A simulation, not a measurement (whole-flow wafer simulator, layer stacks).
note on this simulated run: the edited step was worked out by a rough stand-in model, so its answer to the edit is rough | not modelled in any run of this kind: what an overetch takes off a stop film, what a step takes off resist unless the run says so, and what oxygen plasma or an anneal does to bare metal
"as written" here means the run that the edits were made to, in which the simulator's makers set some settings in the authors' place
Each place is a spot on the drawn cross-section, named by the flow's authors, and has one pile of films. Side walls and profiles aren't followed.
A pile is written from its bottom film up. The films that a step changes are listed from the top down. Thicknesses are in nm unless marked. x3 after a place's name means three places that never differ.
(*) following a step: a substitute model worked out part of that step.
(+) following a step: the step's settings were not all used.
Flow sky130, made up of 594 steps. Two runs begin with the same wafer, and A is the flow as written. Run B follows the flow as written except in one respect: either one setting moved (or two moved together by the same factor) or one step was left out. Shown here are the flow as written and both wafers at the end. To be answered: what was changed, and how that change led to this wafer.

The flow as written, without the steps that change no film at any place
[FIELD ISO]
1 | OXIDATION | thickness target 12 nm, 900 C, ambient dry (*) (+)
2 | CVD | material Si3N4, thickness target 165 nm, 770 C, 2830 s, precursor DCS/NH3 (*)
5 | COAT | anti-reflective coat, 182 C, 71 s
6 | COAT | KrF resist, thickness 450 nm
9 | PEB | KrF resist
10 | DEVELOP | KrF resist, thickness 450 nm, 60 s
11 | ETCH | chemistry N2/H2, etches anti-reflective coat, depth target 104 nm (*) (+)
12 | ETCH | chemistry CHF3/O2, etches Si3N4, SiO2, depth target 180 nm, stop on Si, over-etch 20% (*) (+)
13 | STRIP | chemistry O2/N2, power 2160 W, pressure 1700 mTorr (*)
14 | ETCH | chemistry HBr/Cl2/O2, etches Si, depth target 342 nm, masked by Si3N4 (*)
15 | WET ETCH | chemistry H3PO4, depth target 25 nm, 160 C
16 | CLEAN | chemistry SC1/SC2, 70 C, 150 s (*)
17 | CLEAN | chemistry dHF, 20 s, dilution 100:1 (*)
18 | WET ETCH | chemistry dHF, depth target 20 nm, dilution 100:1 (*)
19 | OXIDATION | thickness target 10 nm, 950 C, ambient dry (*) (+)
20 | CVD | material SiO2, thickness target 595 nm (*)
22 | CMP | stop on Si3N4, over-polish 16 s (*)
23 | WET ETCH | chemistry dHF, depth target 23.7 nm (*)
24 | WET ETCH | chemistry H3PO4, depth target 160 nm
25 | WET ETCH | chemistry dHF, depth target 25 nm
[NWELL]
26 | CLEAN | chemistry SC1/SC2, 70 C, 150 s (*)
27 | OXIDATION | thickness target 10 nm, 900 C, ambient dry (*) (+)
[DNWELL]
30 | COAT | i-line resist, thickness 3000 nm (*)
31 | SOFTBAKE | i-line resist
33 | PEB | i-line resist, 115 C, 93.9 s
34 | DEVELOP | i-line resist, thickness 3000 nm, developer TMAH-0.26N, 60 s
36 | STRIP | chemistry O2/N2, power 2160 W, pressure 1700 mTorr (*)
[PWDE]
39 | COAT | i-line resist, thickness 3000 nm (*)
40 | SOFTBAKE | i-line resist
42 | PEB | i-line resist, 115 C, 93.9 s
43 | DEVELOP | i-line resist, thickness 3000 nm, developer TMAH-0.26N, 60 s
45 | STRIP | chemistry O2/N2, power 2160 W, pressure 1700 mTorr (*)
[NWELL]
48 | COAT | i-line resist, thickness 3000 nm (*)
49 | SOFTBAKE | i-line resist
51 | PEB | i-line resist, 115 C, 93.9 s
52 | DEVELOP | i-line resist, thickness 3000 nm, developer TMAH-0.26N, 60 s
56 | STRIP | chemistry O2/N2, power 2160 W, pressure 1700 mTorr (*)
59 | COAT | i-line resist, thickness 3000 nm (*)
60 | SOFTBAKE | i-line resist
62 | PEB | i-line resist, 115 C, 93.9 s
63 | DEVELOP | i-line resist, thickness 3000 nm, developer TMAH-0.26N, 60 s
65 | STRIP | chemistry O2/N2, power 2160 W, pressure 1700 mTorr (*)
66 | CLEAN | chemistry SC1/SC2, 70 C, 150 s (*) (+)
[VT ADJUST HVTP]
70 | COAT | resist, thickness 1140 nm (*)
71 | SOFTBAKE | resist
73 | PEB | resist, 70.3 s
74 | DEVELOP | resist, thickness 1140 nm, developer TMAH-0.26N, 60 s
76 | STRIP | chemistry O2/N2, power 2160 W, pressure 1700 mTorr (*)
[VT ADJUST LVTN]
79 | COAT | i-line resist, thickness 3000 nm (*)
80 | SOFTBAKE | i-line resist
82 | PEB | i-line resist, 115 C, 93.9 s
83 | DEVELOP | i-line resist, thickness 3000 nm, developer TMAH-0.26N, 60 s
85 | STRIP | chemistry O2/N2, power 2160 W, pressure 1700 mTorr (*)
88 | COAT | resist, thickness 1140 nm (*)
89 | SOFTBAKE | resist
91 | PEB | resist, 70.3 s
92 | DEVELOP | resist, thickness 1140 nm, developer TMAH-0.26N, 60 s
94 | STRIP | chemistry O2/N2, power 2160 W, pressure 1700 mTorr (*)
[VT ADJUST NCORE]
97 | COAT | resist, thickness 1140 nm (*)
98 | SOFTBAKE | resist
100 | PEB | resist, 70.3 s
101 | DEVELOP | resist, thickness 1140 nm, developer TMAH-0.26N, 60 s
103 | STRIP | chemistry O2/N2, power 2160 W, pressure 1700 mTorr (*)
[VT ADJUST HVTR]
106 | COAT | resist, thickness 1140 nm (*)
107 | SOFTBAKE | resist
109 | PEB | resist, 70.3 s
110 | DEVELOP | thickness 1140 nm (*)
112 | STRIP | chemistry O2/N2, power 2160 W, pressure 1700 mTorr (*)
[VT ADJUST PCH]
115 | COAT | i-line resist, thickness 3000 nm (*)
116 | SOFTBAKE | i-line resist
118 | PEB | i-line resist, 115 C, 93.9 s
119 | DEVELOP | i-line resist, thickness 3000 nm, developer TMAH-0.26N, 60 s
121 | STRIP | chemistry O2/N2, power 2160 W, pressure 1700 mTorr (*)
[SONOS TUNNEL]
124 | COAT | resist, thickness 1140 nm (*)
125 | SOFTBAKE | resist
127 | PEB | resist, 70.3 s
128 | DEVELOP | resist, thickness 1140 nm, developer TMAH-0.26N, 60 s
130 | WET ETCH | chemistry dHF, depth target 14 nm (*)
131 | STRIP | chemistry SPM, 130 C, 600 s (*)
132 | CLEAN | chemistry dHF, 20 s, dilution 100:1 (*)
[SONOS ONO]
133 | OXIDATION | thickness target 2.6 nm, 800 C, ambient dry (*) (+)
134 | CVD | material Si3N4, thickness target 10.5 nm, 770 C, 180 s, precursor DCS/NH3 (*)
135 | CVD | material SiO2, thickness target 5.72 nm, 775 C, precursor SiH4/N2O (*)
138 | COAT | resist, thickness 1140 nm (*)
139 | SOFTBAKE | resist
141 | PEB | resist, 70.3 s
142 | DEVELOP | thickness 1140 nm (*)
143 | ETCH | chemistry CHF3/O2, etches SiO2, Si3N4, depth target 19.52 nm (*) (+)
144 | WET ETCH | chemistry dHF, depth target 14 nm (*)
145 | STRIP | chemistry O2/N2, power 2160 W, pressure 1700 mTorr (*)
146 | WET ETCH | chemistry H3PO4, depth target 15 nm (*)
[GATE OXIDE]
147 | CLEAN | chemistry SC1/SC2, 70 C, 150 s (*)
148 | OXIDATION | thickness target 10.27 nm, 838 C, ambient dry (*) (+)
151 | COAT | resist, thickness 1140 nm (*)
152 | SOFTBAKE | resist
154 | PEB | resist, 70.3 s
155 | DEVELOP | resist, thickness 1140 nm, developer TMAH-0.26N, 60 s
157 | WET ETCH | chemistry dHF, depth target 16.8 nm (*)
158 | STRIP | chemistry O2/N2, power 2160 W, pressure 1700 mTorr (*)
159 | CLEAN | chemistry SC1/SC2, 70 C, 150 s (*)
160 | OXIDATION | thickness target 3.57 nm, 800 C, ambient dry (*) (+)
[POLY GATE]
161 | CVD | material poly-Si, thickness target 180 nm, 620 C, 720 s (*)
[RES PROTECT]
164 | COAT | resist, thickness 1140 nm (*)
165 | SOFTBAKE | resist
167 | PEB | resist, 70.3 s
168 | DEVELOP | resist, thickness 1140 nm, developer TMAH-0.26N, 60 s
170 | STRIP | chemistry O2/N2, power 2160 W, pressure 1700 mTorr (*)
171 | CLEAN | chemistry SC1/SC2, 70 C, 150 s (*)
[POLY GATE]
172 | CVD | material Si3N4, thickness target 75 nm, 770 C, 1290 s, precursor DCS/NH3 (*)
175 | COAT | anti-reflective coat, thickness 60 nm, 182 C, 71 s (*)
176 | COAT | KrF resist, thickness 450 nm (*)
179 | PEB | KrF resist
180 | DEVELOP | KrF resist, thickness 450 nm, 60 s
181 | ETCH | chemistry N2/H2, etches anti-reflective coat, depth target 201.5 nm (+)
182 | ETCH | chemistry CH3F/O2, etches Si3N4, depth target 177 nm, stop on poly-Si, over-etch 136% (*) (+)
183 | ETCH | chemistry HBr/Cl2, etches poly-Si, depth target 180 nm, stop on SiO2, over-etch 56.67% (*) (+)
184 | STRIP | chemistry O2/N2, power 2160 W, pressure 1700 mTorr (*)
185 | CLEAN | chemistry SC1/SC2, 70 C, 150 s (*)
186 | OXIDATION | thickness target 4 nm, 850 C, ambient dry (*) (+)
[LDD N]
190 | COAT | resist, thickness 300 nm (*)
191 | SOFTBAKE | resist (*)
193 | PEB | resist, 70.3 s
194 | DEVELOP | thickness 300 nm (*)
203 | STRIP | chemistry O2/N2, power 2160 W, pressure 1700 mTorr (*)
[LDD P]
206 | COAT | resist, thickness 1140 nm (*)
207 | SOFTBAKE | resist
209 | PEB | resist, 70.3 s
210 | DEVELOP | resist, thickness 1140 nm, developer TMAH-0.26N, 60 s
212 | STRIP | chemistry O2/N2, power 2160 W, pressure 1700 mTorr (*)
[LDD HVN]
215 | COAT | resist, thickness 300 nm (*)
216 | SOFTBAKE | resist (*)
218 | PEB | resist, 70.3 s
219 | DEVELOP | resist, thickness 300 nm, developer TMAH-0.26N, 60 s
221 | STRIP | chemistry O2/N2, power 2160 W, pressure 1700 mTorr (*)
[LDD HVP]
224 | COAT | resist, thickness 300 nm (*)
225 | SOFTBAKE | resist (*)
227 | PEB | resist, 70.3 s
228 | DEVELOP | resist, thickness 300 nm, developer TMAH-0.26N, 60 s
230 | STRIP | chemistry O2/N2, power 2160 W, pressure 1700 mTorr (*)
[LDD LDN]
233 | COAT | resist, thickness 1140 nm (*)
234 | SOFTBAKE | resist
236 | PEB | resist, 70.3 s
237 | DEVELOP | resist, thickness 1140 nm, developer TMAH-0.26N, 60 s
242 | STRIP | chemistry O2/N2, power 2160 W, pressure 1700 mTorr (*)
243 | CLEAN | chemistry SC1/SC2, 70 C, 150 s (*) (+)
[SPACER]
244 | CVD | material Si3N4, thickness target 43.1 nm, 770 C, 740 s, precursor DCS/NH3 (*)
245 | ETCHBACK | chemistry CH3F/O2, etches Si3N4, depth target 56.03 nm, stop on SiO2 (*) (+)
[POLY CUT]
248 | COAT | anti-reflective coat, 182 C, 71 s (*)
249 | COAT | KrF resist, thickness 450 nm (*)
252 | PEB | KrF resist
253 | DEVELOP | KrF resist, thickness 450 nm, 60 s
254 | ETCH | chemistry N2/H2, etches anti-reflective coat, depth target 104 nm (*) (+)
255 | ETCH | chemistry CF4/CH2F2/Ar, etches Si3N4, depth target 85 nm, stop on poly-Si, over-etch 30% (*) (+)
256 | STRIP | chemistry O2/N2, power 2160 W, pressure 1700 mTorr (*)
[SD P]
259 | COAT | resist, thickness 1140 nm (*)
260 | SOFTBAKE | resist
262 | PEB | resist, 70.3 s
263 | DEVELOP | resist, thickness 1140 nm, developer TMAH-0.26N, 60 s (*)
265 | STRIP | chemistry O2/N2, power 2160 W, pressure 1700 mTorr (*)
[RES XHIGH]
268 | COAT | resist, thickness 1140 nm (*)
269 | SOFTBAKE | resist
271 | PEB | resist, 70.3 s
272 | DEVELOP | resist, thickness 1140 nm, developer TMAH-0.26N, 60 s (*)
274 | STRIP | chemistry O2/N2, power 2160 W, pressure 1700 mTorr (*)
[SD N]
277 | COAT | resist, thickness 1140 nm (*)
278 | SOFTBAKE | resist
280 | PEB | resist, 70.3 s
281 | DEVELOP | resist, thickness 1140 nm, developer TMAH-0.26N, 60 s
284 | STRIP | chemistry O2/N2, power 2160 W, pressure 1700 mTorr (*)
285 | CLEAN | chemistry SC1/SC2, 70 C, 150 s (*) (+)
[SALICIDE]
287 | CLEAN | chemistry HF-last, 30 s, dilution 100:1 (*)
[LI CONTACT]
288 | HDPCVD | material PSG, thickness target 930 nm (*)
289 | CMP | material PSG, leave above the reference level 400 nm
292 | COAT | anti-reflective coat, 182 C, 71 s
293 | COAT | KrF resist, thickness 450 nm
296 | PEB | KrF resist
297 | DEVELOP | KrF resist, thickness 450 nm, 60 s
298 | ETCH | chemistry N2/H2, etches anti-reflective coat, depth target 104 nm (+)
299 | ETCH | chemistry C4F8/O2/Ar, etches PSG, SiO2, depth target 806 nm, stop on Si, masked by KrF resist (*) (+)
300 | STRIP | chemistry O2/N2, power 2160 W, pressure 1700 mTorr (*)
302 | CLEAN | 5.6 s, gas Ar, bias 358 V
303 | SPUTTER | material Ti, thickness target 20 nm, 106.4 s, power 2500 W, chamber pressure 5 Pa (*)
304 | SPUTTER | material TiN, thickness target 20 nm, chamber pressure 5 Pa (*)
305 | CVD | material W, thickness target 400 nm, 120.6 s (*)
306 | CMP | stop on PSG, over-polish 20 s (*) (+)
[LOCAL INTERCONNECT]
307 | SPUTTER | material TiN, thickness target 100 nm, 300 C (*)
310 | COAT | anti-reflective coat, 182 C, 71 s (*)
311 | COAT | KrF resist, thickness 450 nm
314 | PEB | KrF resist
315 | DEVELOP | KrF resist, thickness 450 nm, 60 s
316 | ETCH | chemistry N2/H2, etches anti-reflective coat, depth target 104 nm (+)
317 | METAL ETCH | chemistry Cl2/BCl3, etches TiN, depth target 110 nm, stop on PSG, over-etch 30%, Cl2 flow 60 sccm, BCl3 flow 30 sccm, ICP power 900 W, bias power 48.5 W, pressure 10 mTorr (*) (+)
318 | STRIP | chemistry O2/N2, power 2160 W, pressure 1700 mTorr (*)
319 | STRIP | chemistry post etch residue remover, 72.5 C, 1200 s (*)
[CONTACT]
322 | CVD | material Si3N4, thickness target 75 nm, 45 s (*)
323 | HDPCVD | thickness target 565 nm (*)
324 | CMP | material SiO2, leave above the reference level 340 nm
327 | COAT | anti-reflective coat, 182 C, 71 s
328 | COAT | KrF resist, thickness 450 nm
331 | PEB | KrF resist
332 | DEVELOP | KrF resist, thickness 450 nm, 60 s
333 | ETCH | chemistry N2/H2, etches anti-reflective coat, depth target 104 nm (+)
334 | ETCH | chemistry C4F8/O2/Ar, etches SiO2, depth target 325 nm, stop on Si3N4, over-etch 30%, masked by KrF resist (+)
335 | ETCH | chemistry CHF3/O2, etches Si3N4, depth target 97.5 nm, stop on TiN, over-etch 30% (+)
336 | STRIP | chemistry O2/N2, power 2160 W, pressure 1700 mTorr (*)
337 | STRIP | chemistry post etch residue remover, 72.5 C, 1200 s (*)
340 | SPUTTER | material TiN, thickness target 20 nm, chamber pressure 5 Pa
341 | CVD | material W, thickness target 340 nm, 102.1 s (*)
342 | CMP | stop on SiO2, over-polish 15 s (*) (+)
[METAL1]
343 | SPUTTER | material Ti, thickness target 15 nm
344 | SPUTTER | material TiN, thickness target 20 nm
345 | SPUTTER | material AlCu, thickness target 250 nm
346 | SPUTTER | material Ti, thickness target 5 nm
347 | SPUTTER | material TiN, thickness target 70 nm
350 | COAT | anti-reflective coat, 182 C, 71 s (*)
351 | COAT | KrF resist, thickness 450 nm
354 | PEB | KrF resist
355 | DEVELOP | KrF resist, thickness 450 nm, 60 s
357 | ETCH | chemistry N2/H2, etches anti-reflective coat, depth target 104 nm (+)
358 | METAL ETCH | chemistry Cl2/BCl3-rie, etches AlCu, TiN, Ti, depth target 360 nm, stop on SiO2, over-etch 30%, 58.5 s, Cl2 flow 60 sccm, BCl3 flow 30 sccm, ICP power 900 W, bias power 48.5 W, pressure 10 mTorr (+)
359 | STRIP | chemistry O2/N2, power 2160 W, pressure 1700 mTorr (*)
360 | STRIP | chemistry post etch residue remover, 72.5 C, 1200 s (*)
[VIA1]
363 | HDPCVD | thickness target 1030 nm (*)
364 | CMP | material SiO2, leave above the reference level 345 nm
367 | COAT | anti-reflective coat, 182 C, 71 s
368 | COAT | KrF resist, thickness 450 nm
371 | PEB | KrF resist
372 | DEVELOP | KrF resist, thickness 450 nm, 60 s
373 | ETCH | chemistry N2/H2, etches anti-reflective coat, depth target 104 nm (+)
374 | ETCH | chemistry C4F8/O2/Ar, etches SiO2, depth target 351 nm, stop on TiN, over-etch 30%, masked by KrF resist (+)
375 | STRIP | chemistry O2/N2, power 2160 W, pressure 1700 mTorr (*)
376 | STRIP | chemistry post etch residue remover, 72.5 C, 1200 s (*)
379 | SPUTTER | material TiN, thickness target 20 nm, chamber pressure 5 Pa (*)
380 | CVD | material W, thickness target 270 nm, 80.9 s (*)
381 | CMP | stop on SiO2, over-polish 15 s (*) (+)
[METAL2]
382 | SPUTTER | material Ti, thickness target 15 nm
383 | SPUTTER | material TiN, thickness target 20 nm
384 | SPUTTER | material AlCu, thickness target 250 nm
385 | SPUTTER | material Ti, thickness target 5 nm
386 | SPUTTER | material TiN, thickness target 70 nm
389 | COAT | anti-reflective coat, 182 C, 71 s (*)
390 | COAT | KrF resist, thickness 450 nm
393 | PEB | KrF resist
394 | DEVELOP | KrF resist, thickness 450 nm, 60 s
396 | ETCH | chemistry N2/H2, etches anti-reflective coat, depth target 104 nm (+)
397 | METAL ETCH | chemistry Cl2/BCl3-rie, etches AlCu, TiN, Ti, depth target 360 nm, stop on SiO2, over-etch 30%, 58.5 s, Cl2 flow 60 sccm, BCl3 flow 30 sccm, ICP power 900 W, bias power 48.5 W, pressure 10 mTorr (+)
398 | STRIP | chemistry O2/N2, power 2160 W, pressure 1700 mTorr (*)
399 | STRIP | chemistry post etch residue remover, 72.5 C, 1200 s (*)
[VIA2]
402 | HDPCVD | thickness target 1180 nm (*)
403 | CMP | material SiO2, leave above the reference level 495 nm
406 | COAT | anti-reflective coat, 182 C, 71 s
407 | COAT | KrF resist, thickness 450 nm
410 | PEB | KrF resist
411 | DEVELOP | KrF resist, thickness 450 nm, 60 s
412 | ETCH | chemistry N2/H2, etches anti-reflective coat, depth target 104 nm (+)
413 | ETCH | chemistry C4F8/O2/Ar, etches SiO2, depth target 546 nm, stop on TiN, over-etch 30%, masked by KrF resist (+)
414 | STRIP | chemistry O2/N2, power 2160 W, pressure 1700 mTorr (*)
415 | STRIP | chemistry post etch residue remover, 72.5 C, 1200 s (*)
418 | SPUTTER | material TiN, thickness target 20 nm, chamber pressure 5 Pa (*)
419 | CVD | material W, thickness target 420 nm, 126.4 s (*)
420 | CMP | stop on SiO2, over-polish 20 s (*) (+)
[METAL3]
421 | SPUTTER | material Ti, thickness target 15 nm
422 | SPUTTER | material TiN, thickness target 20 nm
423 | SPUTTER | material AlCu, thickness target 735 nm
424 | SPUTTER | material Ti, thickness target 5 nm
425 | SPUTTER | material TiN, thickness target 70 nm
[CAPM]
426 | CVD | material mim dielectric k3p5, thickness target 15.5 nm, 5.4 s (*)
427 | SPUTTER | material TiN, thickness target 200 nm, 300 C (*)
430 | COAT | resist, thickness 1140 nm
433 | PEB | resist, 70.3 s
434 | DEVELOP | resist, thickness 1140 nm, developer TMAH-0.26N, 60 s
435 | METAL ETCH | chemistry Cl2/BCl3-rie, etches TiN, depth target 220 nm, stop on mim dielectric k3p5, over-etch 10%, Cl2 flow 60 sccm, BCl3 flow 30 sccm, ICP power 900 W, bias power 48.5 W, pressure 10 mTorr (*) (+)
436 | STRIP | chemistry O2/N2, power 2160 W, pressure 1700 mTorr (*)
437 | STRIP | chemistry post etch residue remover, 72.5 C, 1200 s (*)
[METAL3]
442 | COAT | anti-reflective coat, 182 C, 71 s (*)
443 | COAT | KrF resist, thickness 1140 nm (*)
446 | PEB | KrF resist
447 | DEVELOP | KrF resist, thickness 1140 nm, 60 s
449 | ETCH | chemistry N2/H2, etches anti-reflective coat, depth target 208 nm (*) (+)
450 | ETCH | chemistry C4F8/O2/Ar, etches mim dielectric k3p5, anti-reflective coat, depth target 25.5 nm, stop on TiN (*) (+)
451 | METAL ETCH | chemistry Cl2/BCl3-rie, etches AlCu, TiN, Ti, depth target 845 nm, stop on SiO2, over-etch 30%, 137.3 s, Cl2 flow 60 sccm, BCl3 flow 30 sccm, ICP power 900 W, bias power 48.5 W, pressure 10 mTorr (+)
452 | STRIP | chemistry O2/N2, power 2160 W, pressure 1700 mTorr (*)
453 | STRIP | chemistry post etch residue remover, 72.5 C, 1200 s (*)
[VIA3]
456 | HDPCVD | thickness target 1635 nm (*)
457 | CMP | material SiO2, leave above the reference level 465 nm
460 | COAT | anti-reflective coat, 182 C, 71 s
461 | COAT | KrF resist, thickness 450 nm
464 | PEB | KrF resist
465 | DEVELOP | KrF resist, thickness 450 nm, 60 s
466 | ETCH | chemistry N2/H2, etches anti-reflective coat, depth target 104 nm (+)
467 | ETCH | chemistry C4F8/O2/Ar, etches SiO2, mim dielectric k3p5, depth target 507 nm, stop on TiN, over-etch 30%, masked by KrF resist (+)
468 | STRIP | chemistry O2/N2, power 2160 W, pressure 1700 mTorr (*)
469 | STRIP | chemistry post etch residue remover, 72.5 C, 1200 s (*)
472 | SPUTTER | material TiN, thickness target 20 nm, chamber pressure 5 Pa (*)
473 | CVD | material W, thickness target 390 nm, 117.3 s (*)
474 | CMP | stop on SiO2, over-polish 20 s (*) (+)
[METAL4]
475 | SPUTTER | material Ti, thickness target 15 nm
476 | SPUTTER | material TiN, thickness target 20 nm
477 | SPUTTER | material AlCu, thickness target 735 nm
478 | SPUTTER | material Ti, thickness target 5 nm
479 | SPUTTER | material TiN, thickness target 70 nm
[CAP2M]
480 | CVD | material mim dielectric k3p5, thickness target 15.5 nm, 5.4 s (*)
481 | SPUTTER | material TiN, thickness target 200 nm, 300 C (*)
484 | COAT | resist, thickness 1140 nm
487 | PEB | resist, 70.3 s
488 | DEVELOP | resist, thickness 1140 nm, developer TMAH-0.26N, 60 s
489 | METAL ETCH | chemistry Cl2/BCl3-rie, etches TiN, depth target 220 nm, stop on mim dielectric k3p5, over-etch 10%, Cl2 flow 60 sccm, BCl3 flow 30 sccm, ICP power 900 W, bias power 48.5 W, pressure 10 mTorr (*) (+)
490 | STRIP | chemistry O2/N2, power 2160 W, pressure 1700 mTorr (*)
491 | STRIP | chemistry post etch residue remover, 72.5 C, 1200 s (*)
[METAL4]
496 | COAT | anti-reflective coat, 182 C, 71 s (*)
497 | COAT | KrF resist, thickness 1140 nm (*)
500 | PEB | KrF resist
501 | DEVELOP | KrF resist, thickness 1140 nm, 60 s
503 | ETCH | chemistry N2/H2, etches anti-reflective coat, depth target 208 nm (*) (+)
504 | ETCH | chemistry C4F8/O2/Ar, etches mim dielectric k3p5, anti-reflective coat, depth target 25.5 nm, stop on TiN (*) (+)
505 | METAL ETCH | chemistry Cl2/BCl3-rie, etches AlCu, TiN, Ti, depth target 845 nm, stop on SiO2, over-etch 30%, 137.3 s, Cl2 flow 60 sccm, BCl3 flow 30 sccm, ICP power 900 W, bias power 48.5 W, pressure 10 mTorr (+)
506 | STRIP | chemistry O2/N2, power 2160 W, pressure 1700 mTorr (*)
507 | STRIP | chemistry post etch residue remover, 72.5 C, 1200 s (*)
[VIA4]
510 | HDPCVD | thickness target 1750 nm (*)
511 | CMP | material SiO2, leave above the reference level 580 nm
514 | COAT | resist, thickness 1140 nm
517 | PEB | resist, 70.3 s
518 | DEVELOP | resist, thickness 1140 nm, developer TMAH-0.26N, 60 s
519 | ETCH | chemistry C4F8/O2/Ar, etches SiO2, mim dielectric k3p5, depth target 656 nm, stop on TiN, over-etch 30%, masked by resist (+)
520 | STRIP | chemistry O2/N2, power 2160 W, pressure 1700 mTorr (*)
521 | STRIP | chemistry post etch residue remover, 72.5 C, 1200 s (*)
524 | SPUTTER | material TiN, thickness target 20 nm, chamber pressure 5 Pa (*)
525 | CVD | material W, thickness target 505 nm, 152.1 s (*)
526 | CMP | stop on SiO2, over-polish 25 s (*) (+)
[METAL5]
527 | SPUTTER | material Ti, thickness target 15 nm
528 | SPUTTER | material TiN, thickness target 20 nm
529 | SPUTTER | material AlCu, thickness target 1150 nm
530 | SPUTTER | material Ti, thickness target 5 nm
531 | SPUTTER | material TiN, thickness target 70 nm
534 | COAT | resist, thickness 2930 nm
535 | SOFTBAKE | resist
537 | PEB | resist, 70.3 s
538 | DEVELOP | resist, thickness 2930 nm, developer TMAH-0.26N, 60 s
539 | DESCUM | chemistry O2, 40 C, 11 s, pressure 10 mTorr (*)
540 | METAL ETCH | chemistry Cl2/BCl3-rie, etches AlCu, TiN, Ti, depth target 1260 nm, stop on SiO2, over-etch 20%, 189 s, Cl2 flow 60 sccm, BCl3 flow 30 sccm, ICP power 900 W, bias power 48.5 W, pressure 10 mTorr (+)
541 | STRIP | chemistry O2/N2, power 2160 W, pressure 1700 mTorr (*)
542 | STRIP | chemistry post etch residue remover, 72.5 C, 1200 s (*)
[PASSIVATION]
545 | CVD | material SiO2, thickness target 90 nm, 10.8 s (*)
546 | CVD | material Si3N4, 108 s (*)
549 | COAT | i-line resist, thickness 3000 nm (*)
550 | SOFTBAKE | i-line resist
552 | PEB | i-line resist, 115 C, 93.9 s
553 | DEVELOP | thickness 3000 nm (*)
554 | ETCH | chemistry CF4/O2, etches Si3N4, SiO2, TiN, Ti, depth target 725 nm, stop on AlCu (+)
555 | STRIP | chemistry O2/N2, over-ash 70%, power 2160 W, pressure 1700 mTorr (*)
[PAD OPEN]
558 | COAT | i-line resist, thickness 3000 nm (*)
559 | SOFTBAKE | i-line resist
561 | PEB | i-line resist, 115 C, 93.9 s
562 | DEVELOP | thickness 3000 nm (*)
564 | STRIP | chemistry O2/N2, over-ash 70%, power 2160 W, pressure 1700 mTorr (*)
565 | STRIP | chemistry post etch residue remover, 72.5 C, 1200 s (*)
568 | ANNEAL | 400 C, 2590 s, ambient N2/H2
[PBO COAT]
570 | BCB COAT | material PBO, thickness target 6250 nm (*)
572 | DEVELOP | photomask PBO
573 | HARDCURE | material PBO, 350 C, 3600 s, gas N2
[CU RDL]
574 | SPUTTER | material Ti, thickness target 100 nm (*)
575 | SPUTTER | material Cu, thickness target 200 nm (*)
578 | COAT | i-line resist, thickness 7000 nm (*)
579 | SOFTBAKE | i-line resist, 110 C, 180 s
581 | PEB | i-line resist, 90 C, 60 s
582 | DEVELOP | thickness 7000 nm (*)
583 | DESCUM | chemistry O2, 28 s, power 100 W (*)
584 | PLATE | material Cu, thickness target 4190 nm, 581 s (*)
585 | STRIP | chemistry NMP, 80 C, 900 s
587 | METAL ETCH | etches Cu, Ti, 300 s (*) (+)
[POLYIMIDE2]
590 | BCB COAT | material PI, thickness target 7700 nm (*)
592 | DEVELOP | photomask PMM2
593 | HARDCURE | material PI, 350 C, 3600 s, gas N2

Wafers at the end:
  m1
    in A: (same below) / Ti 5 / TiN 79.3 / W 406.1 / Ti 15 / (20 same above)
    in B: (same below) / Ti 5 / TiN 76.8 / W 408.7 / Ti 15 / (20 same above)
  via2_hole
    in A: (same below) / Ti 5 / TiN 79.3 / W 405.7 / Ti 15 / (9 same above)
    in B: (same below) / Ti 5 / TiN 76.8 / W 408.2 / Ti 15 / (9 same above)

The reason: step 418, SPUTTER: thickness target 15 nm was run, whereas the flow has thickness target 20 nm.

The path from the change to this, step by step:
  418 | SPUTTER | material TiN, thickness target 20 nm, chamber pressure 5 Pa (*)
      field, active, n_well and 186 more: A TiN gains 20 (new film) | B TiN gains 15 (new film)
      m1, via2_hole: A TiN gains 10.2 | B TiN gains 7.64
  420 | CMP | stop on SiO2, over-polish 20 s (*) (+)
      field, active, n_well and 186 more: A W loses 420 (all of it), TiN loses 20 (all of it), SiO2 loses 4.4 | B W loses 420 (all of it), TiN loses 15 (all of it), SiO2 loses 4.4
